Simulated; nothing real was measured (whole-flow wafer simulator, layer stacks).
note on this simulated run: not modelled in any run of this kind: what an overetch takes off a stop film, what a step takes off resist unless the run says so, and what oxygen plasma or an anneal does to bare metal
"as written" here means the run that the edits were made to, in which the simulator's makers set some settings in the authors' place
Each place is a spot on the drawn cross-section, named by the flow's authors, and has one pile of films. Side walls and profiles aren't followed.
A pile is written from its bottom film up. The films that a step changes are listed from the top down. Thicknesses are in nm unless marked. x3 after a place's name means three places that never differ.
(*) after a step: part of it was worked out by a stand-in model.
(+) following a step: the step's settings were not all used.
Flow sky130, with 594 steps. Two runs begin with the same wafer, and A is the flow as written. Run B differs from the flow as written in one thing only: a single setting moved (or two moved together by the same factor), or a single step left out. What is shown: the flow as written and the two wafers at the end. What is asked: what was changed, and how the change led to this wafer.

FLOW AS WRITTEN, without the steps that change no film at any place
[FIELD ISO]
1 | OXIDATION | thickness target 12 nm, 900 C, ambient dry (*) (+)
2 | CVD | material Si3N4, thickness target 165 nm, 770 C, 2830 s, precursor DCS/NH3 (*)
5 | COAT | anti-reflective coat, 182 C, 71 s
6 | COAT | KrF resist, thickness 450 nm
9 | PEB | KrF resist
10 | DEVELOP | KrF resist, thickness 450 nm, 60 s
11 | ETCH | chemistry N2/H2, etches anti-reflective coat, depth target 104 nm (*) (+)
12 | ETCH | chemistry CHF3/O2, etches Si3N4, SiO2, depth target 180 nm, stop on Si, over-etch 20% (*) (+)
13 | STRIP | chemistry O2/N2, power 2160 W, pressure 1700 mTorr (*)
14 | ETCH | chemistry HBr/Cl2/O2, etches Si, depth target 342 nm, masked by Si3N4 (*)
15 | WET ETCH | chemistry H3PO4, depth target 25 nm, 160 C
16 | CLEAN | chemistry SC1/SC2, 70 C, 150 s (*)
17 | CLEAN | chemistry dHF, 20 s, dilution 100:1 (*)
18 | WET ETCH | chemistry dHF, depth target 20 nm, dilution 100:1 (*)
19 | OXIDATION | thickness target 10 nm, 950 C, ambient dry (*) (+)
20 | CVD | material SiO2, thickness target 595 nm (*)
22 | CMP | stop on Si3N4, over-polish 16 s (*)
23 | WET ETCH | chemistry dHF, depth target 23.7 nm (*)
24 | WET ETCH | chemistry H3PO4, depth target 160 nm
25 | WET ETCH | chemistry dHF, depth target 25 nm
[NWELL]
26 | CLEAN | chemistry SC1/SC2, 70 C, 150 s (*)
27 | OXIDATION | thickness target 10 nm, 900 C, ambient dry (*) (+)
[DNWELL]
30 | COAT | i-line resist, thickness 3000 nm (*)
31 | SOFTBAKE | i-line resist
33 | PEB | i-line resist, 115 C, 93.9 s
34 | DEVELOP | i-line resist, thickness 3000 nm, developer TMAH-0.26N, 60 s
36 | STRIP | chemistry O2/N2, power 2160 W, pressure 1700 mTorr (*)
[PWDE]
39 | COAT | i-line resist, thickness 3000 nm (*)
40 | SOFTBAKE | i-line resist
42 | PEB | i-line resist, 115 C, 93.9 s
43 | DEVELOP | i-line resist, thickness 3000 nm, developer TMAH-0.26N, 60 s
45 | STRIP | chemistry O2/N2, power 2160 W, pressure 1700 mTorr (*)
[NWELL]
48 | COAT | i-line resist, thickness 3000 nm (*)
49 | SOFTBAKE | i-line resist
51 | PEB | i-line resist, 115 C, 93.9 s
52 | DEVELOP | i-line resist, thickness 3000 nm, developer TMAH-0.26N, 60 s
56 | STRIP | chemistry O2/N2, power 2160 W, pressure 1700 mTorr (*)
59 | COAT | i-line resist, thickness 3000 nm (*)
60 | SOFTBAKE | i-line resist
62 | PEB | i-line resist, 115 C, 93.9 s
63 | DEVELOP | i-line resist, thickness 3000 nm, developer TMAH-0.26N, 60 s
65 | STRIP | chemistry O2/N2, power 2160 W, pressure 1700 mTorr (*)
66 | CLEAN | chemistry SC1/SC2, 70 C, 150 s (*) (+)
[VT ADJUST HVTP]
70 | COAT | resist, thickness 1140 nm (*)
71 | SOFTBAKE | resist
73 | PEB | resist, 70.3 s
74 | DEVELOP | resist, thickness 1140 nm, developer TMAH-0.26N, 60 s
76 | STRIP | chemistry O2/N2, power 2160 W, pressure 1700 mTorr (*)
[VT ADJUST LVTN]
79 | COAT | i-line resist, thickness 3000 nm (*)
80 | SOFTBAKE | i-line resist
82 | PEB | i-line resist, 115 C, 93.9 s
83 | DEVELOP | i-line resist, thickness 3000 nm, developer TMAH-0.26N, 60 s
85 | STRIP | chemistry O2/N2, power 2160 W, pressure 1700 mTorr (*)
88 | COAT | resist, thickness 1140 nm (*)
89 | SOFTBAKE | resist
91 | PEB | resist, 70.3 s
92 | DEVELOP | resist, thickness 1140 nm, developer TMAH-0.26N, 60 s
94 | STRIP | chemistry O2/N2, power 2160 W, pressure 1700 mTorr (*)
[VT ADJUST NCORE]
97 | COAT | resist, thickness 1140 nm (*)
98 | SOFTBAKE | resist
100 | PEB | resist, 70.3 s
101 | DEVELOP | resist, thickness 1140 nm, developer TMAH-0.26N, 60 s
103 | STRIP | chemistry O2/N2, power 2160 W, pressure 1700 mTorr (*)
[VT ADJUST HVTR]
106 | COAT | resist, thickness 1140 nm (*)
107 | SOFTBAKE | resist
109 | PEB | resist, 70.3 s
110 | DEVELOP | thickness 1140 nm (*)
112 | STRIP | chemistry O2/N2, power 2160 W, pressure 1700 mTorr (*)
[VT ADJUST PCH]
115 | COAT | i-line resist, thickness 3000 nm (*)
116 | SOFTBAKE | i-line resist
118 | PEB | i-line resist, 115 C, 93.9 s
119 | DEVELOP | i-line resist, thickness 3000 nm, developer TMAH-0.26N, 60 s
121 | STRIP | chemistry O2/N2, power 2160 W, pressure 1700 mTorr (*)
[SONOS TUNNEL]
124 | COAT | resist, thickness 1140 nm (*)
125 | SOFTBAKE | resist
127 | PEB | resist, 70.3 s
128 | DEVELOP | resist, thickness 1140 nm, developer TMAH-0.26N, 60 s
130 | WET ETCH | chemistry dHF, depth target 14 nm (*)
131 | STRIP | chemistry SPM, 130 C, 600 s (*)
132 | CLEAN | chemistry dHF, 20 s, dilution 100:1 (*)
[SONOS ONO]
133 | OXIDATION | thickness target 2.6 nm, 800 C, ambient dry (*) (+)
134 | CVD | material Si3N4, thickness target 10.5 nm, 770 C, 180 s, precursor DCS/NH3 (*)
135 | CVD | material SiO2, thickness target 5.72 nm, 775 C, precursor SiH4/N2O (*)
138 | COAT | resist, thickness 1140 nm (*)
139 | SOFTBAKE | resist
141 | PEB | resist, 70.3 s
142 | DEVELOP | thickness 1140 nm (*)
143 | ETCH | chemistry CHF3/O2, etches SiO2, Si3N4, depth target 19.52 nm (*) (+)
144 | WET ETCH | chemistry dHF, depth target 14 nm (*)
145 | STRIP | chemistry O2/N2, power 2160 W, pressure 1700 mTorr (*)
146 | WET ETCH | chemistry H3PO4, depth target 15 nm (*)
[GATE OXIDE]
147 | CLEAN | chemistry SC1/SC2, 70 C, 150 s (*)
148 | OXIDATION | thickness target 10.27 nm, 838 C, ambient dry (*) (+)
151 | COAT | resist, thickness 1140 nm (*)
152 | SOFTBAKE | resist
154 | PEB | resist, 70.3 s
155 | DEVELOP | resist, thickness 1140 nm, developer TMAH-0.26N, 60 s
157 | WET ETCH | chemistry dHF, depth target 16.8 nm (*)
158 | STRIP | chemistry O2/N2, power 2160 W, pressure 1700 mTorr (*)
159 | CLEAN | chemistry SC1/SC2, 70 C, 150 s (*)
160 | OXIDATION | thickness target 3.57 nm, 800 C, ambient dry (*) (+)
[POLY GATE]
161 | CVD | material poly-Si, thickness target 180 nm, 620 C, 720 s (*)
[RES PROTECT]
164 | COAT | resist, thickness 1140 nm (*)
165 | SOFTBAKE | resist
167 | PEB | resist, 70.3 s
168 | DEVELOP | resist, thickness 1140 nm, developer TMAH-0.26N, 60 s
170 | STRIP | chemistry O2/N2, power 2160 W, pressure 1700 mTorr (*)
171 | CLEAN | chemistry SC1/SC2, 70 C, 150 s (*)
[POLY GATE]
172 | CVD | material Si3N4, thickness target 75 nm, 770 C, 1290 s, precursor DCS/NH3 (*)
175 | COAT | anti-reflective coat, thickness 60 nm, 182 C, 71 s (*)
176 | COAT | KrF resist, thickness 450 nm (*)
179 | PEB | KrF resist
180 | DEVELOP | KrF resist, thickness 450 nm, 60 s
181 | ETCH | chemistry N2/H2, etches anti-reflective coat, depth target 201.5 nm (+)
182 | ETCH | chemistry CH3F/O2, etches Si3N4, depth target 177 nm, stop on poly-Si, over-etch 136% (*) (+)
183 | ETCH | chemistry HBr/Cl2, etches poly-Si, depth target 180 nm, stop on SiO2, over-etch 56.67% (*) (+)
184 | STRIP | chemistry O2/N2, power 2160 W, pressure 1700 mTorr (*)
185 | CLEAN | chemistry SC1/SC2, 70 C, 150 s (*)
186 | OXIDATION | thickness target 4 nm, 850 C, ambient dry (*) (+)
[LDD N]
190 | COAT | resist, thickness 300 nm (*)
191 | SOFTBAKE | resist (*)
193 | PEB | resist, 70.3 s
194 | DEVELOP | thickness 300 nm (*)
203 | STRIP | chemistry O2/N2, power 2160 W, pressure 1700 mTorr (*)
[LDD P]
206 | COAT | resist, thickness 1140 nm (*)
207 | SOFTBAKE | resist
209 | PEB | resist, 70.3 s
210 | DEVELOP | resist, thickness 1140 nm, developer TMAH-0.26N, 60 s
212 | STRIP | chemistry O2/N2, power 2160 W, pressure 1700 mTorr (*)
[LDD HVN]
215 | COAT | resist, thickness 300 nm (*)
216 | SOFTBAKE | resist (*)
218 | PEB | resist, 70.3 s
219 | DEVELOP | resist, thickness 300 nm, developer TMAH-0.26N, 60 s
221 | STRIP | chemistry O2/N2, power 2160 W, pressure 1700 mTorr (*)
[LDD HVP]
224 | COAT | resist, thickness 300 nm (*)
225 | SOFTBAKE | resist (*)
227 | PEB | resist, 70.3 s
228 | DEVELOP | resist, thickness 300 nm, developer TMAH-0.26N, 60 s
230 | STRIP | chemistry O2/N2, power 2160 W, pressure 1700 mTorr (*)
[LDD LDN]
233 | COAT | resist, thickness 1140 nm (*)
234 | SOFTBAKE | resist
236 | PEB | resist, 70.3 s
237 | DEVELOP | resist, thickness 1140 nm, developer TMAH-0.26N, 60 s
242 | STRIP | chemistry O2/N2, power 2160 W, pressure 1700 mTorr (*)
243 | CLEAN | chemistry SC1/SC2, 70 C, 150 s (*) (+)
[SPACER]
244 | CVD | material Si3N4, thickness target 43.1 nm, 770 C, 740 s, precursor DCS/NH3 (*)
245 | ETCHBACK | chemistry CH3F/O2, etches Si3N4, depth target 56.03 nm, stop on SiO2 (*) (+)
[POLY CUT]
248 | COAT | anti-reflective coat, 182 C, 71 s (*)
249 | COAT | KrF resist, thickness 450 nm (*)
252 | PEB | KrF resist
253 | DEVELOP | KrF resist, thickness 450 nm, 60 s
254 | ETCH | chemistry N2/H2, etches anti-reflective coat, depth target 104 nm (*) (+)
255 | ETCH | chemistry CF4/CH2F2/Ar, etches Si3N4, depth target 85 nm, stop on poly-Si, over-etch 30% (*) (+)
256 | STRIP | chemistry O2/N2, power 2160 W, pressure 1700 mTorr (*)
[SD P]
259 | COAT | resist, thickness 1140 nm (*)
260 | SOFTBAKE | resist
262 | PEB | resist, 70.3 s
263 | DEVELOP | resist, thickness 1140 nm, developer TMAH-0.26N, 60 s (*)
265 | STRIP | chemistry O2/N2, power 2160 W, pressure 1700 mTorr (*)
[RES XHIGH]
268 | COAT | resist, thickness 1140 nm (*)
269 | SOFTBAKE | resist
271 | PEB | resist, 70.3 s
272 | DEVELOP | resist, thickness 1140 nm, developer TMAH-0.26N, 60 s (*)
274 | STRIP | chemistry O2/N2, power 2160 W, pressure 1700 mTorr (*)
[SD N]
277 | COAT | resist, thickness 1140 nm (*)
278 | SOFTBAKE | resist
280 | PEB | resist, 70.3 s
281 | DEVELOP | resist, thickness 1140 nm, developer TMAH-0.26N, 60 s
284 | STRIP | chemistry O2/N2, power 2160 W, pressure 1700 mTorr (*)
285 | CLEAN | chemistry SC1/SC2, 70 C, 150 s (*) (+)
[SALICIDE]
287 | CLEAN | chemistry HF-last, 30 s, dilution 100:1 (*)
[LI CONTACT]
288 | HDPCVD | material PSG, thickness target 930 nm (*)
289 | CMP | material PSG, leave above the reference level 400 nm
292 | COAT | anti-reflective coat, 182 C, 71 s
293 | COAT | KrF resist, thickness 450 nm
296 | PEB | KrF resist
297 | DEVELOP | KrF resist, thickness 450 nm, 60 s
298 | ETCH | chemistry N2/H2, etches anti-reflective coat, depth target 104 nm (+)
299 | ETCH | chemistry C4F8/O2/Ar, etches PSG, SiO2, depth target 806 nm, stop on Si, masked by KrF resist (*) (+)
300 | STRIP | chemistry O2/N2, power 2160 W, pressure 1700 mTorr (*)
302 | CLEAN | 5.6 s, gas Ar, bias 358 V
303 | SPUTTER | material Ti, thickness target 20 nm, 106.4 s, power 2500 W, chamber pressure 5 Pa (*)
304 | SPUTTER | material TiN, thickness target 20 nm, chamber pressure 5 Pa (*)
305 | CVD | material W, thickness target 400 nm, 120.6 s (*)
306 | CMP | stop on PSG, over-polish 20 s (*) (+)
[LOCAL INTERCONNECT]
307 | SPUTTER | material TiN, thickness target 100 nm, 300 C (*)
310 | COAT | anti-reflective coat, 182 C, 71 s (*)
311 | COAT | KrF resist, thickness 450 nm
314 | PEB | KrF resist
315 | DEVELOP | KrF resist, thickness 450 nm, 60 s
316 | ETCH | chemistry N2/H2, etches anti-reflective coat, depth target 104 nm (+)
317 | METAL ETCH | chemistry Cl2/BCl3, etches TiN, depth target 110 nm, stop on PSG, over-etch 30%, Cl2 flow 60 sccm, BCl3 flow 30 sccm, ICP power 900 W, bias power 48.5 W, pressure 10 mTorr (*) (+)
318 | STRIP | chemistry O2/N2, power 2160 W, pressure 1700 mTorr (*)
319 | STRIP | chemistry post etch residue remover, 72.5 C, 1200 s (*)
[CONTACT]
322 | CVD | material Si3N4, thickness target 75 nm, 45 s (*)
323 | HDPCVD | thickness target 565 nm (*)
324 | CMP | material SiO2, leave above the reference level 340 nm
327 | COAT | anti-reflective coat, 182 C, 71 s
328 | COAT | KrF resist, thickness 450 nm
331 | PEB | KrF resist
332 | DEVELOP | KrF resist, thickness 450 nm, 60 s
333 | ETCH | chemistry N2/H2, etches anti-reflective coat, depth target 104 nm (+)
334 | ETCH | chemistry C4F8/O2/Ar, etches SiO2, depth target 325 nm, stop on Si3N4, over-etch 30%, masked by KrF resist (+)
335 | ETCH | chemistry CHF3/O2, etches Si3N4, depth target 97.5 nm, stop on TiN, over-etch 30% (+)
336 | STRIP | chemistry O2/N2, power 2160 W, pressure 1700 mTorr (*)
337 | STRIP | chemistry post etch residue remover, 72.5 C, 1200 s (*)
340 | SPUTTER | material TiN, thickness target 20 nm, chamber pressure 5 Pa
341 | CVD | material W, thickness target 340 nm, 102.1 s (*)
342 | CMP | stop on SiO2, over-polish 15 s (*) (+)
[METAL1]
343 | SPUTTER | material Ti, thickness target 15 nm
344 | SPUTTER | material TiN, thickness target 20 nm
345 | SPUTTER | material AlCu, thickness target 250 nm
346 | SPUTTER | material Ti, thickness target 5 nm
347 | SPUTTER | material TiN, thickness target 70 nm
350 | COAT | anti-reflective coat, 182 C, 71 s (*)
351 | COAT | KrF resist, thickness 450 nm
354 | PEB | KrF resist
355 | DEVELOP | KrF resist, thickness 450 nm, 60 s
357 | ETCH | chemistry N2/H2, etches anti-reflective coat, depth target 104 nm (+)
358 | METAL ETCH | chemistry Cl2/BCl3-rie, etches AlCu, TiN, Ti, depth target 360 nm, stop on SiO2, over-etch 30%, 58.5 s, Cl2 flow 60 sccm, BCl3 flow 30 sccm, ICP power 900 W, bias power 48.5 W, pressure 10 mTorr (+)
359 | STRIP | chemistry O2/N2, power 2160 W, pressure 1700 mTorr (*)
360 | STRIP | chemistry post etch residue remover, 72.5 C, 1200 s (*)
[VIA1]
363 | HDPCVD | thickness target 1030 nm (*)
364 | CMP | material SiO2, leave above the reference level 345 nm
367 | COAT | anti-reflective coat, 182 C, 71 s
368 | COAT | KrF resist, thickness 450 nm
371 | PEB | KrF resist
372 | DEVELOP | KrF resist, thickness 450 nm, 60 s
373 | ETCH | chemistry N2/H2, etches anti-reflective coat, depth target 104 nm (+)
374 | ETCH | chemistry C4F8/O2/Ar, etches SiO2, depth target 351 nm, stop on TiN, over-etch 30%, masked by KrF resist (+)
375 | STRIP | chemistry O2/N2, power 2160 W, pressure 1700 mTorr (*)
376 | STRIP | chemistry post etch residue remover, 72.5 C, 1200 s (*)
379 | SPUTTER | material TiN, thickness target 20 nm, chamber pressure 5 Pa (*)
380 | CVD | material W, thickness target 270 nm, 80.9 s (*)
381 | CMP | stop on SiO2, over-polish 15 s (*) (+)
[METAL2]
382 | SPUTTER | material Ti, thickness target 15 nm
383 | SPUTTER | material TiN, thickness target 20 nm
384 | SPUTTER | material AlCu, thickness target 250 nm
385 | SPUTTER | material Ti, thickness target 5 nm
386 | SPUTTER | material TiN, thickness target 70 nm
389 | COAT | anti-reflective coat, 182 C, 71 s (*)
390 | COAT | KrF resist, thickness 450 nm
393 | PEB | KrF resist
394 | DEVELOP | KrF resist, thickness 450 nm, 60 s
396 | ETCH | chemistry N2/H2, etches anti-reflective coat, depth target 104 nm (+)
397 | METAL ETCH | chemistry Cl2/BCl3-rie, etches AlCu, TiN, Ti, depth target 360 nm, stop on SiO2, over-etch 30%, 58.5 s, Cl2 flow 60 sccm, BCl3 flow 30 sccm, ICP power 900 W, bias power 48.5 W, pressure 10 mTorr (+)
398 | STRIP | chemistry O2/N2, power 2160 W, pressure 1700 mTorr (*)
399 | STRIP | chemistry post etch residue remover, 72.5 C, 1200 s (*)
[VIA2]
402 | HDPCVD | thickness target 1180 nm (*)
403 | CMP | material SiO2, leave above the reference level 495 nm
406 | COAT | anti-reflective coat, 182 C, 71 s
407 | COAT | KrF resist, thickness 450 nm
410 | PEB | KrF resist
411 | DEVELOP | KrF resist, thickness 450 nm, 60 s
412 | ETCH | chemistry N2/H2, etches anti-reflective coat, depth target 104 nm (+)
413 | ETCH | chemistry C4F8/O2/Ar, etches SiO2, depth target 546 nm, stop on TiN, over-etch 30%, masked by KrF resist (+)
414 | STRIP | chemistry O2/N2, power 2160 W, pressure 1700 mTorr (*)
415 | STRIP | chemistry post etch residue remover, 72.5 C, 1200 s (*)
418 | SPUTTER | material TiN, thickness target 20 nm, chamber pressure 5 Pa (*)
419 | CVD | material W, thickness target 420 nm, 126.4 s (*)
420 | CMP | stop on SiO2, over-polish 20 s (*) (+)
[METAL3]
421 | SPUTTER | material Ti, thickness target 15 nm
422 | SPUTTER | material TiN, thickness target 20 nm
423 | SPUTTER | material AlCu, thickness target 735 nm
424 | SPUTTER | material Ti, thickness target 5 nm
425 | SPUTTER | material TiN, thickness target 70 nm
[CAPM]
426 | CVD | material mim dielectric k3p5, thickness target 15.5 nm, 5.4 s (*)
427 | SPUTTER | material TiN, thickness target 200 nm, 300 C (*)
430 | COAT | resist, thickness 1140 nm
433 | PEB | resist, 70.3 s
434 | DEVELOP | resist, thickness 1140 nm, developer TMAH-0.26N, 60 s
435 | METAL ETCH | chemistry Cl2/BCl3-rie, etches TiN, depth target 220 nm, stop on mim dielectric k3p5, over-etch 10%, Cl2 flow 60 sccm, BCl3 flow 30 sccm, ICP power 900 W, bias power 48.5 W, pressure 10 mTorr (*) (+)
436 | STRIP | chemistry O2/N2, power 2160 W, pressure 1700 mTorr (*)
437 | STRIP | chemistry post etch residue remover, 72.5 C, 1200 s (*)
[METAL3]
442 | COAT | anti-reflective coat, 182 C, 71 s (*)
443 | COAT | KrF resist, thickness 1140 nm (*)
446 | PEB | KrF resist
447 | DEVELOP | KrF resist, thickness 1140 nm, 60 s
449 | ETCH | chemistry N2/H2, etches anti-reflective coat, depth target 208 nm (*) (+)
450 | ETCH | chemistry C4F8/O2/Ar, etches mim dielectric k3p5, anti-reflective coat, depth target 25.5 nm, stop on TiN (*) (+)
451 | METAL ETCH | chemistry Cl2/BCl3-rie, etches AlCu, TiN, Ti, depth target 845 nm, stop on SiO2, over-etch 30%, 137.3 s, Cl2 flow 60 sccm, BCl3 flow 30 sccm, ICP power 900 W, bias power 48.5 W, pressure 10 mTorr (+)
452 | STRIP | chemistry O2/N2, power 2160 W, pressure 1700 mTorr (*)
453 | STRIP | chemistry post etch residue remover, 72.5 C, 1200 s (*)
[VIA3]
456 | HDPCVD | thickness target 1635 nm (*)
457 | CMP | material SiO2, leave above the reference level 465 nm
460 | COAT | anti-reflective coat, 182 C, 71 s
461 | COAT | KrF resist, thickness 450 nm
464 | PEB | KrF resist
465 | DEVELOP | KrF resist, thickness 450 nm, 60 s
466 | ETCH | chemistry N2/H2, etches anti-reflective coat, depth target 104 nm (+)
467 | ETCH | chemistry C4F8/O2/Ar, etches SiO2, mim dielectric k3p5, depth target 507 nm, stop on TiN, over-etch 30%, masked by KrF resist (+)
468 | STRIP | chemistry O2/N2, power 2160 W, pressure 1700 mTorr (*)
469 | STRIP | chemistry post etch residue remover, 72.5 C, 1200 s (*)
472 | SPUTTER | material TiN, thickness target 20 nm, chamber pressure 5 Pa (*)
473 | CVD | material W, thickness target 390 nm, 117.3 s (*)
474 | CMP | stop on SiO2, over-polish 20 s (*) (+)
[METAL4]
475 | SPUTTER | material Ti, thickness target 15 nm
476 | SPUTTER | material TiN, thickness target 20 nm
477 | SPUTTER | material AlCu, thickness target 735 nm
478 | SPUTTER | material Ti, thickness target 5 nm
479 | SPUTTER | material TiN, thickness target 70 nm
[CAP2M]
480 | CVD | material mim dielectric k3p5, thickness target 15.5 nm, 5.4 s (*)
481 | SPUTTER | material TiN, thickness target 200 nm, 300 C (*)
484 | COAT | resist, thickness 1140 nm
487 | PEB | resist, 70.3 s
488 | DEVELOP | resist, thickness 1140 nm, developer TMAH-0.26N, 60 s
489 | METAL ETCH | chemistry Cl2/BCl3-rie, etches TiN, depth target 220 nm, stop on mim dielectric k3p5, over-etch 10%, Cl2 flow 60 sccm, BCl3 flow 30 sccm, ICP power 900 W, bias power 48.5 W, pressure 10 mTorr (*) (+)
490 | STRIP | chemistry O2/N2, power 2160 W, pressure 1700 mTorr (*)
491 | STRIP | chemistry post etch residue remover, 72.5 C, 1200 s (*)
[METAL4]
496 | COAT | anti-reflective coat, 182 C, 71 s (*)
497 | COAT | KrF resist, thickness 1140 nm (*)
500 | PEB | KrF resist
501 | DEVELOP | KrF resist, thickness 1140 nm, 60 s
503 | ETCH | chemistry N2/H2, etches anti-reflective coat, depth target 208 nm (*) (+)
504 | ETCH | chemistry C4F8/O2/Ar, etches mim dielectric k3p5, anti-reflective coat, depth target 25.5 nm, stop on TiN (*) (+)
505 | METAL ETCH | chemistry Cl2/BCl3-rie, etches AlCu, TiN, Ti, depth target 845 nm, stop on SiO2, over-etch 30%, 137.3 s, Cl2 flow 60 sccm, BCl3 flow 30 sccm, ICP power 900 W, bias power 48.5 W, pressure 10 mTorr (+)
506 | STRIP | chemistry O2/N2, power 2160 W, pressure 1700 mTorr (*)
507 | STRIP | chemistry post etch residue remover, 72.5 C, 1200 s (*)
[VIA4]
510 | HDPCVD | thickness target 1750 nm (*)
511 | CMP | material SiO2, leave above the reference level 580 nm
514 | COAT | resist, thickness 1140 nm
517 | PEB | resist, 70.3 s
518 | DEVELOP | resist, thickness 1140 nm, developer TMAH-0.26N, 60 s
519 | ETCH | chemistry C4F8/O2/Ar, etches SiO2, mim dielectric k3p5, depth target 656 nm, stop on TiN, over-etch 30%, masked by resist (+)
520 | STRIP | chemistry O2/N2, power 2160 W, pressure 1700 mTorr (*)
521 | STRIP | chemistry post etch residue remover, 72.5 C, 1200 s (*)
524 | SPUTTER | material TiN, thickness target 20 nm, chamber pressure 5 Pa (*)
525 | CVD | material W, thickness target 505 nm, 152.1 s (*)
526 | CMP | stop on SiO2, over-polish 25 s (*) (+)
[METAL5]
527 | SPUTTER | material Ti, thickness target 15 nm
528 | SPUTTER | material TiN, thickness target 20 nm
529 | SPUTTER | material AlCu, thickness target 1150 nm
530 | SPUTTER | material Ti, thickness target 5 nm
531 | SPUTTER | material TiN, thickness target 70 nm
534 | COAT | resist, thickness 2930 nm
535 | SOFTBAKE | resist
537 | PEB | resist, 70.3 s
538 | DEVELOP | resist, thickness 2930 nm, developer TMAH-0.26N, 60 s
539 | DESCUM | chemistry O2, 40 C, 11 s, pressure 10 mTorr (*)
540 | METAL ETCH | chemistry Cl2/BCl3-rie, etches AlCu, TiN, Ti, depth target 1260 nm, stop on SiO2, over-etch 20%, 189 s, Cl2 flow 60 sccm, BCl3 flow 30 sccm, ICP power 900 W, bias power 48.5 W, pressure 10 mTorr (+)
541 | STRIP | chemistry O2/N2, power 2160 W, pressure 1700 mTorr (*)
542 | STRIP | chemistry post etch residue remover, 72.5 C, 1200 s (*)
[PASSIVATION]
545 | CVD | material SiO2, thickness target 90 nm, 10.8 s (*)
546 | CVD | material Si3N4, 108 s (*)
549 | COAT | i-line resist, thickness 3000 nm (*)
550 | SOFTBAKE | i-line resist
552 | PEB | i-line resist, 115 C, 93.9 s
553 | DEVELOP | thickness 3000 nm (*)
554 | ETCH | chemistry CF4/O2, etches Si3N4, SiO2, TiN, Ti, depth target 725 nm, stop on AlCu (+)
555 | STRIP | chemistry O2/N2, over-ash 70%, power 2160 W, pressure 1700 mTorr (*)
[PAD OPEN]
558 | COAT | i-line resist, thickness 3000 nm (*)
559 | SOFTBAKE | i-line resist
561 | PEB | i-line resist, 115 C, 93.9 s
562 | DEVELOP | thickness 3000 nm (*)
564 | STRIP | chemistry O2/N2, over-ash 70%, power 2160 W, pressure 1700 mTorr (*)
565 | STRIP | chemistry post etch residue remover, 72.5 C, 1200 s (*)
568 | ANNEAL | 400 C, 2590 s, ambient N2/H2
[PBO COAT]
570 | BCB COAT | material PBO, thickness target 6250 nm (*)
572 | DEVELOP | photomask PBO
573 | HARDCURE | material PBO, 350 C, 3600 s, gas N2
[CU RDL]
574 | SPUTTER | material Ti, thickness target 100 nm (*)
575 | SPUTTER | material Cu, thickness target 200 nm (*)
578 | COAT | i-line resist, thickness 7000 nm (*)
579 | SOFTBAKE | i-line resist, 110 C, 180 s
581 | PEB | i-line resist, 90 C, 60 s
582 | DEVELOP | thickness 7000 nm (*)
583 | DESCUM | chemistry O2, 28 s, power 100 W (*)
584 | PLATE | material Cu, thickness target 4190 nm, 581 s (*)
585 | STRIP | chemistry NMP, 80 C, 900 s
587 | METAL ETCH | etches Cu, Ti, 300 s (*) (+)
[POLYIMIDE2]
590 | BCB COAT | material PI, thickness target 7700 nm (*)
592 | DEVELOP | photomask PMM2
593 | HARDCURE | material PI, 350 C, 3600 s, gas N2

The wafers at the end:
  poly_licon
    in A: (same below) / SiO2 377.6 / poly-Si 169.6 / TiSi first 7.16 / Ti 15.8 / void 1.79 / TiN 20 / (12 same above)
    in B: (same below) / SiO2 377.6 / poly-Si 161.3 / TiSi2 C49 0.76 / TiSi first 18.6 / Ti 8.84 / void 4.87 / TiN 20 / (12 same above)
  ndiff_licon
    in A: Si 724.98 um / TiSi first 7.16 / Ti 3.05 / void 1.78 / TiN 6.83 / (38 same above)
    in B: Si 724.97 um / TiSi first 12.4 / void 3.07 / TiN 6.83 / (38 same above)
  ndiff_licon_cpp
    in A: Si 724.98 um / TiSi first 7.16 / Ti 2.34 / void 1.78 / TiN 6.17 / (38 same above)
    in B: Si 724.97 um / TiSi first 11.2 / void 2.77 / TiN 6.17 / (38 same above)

The reason: step 568, ANNEAL: 450 C was run, while the flow as written has 400 C.

The path from the change to this, step by step:
  568 | ANNEAL | 400 C, 2590 s, ambient N2/H2
      poly_licon: A under 11 films: void gains 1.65 (new film), Ti loses 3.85, TiSi first gains 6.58 (new film), poly-Si loses 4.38 | B under 11 films: void gains 4.82 (new film), Ti loses 11, TiSi first gains 18.4 (new film), TiSi2 C49 gains 0.76 (new film), poly-Si loses 12.9
      ndiff_licon: A under 37 films: void gains 1.63 (new film), Ti loses 3.85, TiSi first gains 6.58 (new film), Si loses 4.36 | B under 37 films: void gains 3.07 (new film), TiSi first gains 12.4 (new film), Ti loses 7.24 (all of it), Si loses 8.21
      (as well as at 2 more places)
With metal films that touch counted as one body, ndiff_licon has 5 bodies (between them, from the top down: SiO2 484 / mim dielectric k3p5 15.5; SiO2 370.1 / mim dielectric k3p5 15.5; SiO2 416; SiO2 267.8); the flow as written gives 6 bodies (between them, from the top down: SiO2 484 / mim dielectric k3p5 15.5; SiO2 370.1 / mim dielectric k3p5 15.5; SiO2 416; SiO2 267.8; void 1.78).
With metal films that touch counted as one body, ndiff_licon_cpp has 5 bodies (between them, from the top down: SiO2 484 / mim dielectric k3p5 15.5; SiO2 370.1 / mim dielectric k3p5 15.5; SiO2 416; SiO2 267.8); the flow as written gives 6 bodies (between them, from the top down: SiO2 484 / mim dielectric k3p5 15.5; SiO2 370.1 / mim dielectric k3p5 15.5; SiO2 416; SiO2 267.8; void 1.78).
